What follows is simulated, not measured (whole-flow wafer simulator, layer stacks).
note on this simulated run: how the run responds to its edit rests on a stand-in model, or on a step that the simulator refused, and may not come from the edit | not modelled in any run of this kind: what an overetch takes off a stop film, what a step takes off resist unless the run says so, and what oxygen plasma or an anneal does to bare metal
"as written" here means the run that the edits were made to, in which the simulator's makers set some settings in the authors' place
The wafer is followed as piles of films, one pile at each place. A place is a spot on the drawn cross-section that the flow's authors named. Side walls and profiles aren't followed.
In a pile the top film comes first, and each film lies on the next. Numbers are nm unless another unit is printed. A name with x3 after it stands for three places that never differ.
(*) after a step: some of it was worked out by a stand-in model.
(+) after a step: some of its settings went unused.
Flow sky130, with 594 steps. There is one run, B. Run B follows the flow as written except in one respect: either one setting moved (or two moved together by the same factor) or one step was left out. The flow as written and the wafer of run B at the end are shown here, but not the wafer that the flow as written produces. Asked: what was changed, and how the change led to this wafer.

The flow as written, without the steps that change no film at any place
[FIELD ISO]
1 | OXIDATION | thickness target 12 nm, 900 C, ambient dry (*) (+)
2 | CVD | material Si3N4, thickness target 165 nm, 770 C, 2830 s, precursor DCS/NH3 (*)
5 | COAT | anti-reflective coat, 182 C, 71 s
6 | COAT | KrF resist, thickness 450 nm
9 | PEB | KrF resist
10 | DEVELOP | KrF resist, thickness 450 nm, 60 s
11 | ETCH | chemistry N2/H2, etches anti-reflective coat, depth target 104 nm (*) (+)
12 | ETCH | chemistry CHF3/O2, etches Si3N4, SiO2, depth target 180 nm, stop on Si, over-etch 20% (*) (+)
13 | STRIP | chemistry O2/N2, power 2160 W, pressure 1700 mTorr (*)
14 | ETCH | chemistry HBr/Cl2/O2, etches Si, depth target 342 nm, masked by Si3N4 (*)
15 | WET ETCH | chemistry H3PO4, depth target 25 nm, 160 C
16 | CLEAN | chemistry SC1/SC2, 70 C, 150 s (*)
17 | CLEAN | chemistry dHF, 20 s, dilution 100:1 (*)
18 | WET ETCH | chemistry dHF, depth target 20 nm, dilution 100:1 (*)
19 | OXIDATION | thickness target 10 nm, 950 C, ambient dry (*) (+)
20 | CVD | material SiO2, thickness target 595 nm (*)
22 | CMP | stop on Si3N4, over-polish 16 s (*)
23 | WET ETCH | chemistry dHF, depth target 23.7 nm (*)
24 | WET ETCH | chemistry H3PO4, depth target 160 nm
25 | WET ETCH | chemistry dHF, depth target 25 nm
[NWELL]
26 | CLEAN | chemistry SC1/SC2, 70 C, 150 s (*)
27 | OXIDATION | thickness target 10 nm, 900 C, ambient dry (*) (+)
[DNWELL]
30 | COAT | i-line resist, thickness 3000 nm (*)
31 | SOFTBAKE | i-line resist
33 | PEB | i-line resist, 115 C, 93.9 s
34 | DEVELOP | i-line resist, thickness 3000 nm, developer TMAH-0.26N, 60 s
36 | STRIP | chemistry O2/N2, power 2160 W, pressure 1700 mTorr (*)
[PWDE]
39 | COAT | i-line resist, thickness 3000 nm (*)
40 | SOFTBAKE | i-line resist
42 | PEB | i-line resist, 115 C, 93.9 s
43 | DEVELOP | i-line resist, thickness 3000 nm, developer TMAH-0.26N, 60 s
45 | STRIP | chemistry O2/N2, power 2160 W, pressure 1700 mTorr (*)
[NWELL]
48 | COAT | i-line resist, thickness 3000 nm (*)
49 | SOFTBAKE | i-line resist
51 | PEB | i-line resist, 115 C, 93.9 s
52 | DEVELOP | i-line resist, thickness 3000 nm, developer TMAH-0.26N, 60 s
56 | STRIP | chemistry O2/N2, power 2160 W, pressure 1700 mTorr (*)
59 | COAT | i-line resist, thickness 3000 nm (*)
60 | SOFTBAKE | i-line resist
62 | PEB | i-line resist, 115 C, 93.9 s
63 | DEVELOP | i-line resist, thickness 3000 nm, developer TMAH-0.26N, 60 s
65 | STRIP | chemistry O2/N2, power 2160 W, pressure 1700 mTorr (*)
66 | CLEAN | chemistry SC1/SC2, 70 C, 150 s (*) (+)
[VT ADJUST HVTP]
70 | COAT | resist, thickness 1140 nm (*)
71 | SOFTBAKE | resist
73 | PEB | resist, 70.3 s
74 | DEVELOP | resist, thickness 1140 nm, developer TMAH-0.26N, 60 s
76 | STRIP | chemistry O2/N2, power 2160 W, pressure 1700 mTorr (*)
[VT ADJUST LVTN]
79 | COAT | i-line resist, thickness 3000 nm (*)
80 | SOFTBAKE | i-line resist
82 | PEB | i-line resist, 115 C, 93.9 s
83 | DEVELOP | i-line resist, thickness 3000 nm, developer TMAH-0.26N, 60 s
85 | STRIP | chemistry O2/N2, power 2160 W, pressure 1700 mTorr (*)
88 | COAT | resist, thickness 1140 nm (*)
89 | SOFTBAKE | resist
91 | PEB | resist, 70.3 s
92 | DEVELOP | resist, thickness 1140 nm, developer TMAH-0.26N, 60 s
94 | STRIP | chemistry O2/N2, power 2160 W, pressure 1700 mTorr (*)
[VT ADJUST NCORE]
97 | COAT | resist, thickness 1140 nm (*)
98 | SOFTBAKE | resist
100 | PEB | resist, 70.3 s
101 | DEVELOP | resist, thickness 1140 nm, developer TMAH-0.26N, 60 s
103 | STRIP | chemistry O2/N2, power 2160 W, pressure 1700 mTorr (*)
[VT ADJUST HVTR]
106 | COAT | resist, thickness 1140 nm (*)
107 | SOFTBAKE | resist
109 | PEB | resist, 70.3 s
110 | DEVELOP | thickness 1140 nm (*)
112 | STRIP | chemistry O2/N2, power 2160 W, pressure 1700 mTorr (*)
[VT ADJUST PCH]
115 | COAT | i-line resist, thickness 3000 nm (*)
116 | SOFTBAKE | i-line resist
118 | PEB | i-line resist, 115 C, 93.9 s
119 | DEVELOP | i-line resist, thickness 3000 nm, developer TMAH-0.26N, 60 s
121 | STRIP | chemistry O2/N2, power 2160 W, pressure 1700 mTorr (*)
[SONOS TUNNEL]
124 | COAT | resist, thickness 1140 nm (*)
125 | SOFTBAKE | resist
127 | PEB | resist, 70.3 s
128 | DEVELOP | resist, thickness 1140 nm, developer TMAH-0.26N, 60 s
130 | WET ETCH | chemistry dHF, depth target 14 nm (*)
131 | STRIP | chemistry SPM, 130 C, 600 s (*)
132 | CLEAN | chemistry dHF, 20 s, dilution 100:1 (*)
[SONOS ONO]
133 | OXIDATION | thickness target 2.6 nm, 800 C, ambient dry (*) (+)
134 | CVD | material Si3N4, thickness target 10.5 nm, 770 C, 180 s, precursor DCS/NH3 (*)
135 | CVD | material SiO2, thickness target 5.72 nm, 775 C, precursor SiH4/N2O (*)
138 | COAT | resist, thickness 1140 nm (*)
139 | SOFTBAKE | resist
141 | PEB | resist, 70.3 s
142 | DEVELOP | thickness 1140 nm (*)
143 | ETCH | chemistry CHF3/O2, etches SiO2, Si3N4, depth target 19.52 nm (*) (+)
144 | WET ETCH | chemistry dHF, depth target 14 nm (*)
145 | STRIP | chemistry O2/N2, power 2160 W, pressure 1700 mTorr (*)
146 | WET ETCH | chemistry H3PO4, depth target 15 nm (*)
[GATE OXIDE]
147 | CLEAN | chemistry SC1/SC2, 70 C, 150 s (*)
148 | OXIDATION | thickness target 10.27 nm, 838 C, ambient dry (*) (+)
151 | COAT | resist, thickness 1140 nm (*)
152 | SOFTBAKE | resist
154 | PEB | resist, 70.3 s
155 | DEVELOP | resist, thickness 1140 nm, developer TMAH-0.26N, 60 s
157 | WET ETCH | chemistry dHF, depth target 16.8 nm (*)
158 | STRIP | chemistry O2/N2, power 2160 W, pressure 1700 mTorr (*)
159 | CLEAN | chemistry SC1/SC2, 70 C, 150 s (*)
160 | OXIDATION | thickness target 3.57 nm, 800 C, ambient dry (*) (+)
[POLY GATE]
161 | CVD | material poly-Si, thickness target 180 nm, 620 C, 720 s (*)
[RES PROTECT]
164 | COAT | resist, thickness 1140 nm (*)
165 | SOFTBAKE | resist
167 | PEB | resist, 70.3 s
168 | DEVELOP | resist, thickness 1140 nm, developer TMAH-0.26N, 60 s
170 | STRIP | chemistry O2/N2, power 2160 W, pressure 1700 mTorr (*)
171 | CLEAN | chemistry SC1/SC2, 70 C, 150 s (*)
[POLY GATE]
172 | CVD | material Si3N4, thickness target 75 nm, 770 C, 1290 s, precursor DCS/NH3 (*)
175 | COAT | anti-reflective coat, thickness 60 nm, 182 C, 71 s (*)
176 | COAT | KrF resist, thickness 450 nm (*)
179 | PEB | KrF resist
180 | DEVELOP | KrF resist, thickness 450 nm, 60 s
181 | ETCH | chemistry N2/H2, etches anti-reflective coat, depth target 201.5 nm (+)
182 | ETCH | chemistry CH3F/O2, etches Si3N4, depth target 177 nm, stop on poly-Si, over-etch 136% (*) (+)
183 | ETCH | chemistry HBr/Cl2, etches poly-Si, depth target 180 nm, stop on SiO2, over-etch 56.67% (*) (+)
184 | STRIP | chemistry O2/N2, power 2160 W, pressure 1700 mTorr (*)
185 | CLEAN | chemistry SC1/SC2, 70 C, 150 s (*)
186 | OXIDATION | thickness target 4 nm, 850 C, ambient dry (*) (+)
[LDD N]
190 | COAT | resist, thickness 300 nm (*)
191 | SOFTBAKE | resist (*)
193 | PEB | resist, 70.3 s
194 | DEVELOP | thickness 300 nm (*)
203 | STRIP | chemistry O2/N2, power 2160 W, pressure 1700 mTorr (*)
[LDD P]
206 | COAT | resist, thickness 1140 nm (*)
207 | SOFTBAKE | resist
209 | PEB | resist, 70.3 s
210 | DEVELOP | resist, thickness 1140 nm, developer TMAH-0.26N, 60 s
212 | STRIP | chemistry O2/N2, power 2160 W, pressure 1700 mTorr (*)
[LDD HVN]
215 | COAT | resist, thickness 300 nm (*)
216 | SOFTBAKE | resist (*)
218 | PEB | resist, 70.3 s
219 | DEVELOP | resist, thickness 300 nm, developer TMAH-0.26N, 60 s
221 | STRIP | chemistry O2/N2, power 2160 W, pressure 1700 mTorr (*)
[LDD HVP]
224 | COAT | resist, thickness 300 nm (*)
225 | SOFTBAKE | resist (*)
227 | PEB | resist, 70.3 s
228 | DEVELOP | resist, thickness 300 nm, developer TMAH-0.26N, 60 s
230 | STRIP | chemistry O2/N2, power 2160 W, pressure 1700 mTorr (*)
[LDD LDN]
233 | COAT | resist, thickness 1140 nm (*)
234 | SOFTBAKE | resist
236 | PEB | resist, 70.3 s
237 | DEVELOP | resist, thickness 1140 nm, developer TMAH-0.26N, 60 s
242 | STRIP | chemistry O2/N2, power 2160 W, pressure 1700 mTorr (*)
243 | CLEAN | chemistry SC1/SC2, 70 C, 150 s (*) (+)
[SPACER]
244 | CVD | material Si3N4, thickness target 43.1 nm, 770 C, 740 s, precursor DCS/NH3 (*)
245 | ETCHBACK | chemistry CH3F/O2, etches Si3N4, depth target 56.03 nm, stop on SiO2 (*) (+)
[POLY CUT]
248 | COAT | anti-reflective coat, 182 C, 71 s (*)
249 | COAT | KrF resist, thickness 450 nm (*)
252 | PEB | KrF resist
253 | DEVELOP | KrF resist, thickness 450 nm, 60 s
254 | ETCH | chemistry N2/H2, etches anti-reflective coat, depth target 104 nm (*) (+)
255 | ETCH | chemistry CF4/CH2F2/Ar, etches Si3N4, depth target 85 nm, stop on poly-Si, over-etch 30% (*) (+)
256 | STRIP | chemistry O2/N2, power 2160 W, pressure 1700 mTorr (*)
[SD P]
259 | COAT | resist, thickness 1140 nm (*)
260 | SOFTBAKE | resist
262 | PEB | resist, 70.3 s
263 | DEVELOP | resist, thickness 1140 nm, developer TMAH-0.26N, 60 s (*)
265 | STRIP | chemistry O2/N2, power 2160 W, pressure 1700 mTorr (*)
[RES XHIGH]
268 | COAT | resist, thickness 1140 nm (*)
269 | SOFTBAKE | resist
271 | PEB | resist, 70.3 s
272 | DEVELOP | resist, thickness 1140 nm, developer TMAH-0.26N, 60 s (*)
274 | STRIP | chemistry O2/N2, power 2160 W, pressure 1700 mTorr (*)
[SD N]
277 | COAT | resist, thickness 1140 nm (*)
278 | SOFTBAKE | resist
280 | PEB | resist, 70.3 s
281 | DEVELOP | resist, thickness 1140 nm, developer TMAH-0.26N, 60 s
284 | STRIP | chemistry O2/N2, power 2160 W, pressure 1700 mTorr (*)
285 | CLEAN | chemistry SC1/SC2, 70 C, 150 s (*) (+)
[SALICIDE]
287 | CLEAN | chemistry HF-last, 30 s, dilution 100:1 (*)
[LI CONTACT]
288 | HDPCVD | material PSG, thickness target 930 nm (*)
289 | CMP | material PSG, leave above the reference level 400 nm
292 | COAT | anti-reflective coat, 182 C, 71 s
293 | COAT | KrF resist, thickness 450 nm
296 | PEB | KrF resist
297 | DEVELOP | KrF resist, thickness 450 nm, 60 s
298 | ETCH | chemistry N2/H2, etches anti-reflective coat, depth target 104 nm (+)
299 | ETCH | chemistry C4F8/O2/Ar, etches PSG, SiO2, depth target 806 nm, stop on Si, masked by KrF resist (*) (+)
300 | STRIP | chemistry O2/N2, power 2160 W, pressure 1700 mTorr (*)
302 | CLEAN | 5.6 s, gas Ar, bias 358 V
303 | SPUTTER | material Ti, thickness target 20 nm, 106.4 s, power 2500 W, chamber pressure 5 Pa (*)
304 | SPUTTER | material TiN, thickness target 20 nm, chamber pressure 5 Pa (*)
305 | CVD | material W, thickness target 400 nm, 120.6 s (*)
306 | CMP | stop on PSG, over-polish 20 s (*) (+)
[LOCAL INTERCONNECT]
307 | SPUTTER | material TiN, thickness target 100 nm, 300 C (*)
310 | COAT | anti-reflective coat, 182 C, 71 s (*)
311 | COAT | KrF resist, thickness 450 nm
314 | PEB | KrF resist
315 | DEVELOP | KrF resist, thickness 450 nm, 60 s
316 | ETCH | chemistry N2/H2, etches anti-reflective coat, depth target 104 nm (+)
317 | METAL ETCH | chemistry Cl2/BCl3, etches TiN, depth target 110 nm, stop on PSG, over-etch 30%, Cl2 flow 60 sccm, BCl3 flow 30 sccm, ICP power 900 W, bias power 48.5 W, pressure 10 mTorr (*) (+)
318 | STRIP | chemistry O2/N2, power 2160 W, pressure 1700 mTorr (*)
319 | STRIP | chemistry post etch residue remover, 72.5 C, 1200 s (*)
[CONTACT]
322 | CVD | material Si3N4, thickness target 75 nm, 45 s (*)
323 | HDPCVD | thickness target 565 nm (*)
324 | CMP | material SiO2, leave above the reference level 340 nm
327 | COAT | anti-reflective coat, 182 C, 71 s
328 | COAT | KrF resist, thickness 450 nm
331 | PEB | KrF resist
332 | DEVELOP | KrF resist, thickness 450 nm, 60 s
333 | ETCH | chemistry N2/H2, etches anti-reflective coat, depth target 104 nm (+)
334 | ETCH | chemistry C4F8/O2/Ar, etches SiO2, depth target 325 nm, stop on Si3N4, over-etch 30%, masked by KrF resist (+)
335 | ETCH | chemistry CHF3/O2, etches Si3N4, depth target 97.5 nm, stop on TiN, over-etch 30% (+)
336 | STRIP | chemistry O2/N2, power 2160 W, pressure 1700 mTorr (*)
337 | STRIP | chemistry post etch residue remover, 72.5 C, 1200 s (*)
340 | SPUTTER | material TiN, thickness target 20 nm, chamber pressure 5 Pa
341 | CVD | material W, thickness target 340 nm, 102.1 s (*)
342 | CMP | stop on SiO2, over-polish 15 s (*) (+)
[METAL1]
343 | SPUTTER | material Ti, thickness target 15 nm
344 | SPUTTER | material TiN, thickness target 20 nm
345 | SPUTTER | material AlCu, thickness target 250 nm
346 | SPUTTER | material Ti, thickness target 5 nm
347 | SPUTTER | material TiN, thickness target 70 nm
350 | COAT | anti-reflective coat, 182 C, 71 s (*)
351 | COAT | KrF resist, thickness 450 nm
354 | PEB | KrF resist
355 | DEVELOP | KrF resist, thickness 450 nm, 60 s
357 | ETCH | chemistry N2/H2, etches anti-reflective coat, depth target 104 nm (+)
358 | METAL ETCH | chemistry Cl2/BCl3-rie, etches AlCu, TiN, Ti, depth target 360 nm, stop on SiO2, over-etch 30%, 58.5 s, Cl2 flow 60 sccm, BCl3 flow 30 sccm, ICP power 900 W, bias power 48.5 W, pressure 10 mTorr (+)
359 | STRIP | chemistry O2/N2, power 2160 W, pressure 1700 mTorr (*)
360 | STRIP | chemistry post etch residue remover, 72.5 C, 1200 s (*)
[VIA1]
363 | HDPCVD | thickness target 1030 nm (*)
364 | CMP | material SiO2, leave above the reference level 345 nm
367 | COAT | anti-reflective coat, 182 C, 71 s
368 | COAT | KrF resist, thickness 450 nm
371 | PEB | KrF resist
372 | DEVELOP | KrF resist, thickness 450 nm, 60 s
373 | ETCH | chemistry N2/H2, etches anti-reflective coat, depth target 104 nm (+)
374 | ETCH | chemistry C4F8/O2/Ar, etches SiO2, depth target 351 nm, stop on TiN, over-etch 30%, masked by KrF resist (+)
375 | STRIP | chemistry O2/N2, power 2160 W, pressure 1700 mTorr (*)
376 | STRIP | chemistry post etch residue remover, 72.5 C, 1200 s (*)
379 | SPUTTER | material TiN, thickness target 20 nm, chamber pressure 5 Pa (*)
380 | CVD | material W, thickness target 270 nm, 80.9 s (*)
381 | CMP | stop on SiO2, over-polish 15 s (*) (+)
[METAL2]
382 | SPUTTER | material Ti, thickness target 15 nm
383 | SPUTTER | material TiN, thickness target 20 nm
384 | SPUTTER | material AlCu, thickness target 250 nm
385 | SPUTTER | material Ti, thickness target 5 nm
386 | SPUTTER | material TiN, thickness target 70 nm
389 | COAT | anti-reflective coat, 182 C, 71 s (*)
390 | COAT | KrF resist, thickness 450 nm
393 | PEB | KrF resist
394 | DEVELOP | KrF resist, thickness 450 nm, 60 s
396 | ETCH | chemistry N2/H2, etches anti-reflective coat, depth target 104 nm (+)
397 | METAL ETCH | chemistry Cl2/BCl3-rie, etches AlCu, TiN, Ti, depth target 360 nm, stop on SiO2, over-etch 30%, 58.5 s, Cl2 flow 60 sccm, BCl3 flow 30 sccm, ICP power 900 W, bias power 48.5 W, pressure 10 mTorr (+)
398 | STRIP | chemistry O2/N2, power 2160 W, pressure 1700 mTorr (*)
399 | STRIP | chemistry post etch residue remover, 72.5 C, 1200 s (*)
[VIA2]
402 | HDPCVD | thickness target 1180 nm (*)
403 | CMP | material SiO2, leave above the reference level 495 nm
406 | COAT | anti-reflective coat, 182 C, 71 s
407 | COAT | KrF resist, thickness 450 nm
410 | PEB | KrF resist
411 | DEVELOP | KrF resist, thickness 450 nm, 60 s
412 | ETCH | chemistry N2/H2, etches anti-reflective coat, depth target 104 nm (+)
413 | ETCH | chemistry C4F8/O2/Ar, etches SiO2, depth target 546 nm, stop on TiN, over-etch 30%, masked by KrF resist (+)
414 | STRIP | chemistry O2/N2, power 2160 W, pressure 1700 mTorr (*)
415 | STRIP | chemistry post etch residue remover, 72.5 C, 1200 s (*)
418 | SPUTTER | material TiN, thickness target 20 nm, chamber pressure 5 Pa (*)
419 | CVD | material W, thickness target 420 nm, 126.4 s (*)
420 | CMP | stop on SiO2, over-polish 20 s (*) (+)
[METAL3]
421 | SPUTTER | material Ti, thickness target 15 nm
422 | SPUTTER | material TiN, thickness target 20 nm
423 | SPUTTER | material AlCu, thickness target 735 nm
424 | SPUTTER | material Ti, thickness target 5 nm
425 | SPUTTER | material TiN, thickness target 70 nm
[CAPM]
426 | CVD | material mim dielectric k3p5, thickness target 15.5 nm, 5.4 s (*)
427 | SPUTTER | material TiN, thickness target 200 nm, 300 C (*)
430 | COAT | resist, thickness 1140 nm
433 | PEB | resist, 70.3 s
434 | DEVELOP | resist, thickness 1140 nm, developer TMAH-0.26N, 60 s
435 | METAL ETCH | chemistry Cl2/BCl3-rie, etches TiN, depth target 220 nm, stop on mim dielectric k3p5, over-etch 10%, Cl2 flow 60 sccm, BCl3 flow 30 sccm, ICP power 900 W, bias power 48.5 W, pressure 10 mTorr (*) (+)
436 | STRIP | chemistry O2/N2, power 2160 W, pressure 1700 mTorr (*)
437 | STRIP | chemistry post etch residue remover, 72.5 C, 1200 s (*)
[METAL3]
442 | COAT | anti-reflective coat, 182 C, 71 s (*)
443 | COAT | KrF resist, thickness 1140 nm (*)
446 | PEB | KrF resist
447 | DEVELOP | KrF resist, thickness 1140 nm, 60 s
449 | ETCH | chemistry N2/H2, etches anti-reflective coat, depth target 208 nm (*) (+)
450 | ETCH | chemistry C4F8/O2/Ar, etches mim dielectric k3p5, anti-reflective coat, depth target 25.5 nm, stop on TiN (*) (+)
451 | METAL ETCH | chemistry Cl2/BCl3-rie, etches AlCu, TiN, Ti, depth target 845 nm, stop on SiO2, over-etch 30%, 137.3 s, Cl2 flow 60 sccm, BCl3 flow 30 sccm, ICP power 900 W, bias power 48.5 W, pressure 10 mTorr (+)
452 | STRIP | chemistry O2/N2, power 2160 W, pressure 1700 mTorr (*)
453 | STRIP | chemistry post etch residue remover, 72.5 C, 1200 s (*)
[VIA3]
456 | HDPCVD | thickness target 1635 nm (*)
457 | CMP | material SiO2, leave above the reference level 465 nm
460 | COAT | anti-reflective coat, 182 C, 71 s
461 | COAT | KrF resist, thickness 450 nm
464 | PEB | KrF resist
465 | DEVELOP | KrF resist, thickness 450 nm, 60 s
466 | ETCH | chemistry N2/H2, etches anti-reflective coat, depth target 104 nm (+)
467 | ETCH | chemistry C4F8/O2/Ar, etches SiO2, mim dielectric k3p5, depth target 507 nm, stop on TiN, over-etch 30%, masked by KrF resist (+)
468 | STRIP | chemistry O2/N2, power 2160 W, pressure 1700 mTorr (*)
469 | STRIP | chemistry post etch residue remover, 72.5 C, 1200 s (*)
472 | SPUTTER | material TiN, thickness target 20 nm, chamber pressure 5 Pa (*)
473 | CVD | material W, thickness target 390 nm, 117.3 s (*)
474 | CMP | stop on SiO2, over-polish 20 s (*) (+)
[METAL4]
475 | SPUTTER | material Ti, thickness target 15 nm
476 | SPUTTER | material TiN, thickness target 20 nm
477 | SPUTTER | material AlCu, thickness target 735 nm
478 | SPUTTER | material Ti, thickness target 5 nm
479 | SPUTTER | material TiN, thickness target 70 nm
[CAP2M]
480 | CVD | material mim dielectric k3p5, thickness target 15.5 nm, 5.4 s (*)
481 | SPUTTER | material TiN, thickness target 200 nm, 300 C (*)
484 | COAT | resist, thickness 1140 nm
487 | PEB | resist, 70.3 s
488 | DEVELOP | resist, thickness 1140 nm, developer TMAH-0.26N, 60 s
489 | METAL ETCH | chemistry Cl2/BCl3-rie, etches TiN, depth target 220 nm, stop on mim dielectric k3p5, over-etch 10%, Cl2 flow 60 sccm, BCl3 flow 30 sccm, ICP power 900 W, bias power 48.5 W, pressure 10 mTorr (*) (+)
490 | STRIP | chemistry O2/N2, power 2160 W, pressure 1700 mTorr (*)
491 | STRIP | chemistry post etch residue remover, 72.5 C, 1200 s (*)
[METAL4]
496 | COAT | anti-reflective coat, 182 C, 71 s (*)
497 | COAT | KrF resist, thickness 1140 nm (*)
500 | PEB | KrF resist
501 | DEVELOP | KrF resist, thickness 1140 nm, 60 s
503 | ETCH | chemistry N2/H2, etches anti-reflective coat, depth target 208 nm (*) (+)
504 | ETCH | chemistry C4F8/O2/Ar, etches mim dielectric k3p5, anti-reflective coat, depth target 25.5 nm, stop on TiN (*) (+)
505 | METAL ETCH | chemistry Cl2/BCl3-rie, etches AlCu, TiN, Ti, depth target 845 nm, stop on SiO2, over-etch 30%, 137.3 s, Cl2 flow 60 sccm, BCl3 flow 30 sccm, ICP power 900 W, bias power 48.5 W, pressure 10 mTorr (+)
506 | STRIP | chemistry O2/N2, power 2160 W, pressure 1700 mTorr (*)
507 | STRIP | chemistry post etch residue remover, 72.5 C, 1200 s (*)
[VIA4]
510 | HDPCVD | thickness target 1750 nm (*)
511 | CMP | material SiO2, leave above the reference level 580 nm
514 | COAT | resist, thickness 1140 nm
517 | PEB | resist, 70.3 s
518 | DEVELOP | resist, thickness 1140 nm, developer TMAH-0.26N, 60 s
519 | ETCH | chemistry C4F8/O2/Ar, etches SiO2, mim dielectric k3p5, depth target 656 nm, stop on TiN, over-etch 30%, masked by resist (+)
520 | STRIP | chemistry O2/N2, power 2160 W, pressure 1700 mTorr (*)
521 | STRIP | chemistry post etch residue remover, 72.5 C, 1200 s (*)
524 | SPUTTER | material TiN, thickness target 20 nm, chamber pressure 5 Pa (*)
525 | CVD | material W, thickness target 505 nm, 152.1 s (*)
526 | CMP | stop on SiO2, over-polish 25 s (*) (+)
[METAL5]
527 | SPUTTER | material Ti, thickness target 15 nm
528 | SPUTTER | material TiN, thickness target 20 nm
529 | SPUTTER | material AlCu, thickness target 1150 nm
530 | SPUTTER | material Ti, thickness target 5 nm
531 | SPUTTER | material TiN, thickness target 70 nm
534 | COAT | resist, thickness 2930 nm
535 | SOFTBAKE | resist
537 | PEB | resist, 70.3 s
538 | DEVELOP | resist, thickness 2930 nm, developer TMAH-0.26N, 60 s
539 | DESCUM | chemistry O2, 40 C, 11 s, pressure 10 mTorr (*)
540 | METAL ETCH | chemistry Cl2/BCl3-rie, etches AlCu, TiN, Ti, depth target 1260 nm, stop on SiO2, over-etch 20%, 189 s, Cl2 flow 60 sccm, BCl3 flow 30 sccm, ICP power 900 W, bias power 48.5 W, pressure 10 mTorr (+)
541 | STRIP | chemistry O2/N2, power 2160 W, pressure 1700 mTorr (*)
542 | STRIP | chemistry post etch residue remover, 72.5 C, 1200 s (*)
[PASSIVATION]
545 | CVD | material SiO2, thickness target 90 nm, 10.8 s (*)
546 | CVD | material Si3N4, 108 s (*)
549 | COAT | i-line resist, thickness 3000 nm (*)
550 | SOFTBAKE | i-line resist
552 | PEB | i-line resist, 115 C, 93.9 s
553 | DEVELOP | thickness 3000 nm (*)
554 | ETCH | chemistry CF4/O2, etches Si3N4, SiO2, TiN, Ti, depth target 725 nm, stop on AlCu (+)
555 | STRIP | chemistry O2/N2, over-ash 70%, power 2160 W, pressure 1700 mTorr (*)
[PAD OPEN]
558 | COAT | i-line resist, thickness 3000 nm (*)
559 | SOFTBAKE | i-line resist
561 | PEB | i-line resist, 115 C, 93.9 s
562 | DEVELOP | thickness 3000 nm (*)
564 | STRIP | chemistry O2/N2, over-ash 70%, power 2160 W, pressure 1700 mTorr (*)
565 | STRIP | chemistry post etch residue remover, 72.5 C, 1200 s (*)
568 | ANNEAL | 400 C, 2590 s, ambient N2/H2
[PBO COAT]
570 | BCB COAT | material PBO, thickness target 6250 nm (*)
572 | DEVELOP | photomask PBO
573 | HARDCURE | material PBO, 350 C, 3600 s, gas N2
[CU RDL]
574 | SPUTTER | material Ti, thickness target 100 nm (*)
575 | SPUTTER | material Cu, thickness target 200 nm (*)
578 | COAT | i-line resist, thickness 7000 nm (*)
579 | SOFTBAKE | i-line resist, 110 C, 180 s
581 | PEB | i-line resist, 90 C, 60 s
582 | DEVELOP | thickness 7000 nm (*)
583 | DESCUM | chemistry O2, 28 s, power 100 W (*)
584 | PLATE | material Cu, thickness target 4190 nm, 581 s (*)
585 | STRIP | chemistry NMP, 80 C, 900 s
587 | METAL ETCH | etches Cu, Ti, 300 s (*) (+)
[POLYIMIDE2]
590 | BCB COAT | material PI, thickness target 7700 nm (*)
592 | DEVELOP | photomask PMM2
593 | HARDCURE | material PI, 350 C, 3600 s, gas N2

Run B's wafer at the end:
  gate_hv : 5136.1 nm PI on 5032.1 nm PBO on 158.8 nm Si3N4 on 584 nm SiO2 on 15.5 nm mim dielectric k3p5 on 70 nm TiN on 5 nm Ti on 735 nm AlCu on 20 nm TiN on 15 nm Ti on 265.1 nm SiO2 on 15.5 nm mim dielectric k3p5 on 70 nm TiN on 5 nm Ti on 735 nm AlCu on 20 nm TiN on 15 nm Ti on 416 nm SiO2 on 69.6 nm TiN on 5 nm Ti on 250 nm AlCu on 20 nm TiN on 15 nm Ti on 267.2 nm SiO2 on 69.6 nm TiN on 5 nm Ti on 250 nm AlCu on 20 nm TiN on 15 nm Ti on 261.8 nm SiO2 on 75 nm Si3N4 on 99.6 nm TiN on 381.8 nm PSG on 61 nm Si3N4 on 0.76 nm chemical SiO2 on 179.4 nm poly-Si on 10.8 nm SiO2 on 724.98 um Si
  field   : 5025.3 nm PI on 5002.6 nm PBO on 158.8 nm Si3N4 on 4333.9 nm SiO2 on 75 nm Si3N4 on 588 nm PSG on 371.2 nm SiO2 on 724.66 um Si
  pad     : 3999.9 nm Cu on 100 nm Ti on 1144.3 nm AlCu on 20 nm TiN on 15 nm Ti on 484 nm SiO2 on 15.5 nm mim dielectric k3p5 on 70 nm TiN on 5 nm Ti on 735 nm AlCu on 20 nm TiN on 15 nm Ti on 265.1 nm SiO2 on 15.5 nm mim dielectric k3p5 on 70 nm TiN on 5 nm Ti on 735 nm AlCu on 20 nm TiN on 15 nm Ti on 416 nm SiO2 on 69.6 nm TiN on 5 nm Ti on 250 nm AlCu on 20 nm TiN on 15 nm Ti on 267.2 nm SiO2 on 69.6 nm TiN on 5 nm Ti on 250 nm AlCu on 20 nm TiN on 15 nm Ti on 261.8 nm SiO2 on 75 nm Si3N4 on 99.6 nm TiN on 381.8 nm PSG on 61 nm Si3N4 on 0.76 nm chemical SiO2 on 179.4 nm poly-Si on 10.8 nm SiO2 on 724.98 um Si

Cause: step 457, CMP: leave above the reference level 360 nm was run, whereas the flow has leave above the reference level 465 nm.

How this came from the change, step by step:
  457 | CMP | material SiO2, leave above the reference level 465 nm
      n_well, p_well, gate_hv and 99 more: -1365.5 SiO2 (in the flow as written it would be: -1260.5 SiO2)
      field, active, gate and 82 more: -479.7 SiO2 (in the flow as written it would be: -374.7 SiO2)
      (also at 5 further places)
  467 | ETCH | chemistry C4F8/O2/Ar, etches SiO2, mim dielectric k3p5, depth target 507 nm, stop on TiN, over-etch 30%, masked by KrF resist (+)
      field, active, n_well and 187 more: -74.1 KrF resist (in the flow as written it would be: -101.4 KrF resist)
      m1: -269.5 SiO2 (all of it), -15.5 mim dielectric k3p5 (all of it) (in the flow as written it would be: -374.5 SiO2 (all of it), -15.5 mim dielectric k3p5 (all of it))
      (also at 1 further place)
  468 | STRIP | chemistry O2/N2, power 2160 W, pressure 1700 mTorr (*)
      field, active, n_well and 187 more: -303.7 KrF resist (all of it), -80 anti-reflective coat (all of it) (in the flow as written it would be: -276.4 KrF resist (all of it), -80 anti-reflective coat (all of it))
  472 | SPUTTER | material TiN, thickness target 20 nm, chamber pressure 5 Pa (*)
      m1, via3_hole: +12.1 TiN (in the flow as written it would be: +10.6 TiN)
  473 | CVD | material W, thickness target 390 nm, 117.3 s (*)
      m1: +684 W (new film) (in the flow as written it would be: +790.5 W (new film))
      via3_hole: +683.3 W (new film) (in the flow as written it would be: +789.9 W (new film))
